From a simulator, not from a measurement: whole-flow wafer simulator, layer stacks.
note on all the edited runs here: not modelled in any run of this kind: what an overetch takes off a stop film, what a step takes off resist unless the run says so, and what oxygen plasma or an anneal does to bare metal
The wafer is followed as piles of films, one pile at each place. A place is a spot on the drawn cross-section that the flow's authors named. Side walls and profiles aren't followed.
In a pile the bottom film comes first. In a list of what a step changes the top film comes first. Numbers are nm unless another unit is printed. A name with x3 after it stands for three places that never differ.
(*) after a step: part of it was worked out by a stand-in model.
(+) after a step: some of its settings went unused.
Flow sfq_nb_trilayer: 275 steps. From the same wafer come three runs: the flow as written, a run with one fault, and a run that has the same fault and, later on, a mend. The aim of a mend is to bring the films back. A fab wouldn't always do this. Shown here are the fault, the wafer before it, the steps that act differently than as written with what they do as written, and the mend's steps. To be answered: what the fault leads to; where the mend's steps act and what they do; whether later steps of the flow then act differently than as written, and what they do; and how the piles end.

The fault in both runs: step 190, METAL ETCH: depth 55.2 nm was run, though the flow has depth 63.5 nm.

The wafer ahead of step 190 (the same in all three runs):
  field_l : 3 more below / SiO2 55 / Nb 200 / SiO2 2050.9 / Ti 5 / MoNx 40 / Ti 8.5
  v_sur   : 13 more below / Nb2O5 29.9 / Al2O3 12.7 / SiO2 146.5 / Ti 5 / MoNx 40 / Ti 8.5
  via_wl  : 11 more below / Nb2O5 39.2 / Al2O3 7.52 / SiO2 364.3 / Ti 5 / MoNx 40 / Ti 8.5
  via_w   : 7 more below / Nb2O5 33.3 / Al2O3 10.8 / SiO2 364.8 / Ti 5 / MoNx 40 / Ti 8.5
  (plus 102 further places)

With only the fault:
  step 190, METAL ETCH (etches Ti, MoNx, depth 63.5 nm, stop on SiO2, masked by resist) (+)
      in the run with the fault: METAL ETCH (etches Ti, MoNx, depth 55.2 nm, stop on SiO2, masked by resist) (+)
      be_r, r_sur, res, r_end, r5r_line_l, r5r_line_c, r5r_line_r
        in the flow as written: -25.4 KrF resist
        in the run with the fault: -22.1 KrF resist
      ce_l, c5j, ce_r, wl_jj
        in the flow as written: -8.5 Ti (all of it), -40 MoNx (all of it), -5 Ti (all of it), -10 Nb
        in the run with the fault: -8.5 Ti (all of it), -40 MoNx (all of it), -5 Ti (all of it), -1.7 Nb
  Steps further on in the flow that do not act as written (11 more steps, not shown, differ only slightly: by at most 2% or 0.5 nm, whichever is larger):
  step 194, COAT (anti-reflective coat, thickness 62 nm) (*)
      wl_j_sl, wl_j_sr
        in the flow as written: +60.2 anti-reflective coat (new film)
        in the run with the fault: +61.7 anti-reflective coat (new film)
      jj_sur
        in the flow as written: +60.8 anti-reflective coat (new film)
        in the run with the fault: +62.3 anti-reflective coat (new film)
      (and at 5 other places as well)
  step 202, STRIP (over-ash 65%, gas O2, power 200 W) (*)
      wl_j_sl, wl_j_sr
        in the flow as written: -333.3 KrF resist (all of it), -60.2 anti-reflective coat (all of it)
        in the run with the fault: -333.1 KrF resist (all of it), -61.7 anti-reflective coat (all of it)
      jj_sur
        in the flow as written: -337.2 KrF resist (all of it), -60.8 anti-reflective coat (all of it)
        in the run with the fault: -337 KrF resist (all of it), -62.3 anti-reflective coat (all of it)
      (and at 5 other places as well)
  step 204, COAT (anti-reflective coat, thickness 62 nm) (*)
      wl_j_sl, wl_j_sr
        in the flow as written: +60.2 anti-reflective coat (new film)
        in the run with the fault: +61.7 anti-reflective coat (new film)
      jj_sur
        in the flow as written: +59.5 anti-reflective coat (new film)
        in the run with the fault: +61 anti-reflective coat (new film)
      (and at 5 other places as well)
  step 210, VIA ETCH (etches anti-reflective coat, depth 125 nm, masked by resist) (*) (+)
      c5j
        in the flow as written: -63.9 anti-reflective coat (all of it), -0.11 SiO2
        in the run with the fault: -61.8 anti-reflective coat (all of it), -0.12 SiO2
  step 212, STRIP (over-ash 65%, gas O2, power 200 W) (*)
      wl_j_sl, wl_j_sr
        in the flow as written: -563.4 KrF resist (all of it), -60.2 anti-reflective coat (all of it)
        in the run with the fault: -563.3 KrF resist (all of it), -61.7 anti-reflective coat (all of it)
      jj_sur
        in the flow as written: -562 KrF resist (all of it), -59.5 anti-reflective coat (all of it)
        in the run with the fault: -561.8 KrF resist (all of it), -61 anti-reflective coat (all of it)
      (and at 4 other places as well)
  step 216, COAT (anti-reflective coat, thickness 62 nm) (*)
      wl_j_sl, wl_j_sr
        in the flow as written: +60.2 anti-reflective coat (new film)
        in the run with the fault: +61.7 anti-reflective coat (new film)
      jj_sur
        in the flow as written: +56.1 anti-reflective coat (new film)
        in the run with the fault: +58.2 anti-reflective coat (new film)
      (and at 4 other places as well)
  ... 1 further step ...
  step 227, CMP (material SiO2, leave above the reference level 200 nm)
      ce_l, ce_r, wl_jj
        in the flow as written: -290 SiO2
        in the run with the fault: -298.3 SiO2
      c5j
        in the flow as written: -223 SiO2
        in the run with the fault: -231.3 SiO2
  At ce_l, c5j, ce_r, wl_jj, the piles at the end differ from the flow's by more than 2% or 0.5 nm, whichever is larger.
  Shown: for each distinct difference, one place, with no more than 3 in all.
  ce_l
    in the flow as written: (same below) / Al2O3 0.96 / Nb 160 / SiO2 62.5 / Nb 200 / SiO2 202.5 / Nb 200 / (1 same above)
    in the run with the fault: (same below) / Al2O3 0.96 / Nb 168.3 / SiO2 62.5 / Nb 200 / SiO2 194.2 / Nb 200 / (1 same above)
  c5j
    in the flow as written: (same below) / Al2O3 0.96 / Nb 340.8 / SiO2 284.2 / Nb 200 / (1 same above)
    in the run with the fault: (same below) / Al2O3 0.96 / Nb 349.1 / SiO2 275.9 / Nb 200 / (1 same above)

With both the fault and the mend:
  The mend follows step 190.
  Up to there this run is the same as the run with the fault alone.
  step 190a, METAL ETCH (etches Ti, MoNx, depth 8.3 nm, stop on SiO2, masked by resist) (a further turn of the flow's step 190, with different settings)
      be_r, r_sur, res, r_end, r5r_line_l, r5r_line_c, r5r_line_r
        -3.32 KrF resist
      ce_l, c5j, ce_r, wl_jj
        -8.3 Nb
  Every later step of the flow that is run acts as written at every place that is followed.
  By the end, the piles equal the flow's at every place that both follow.
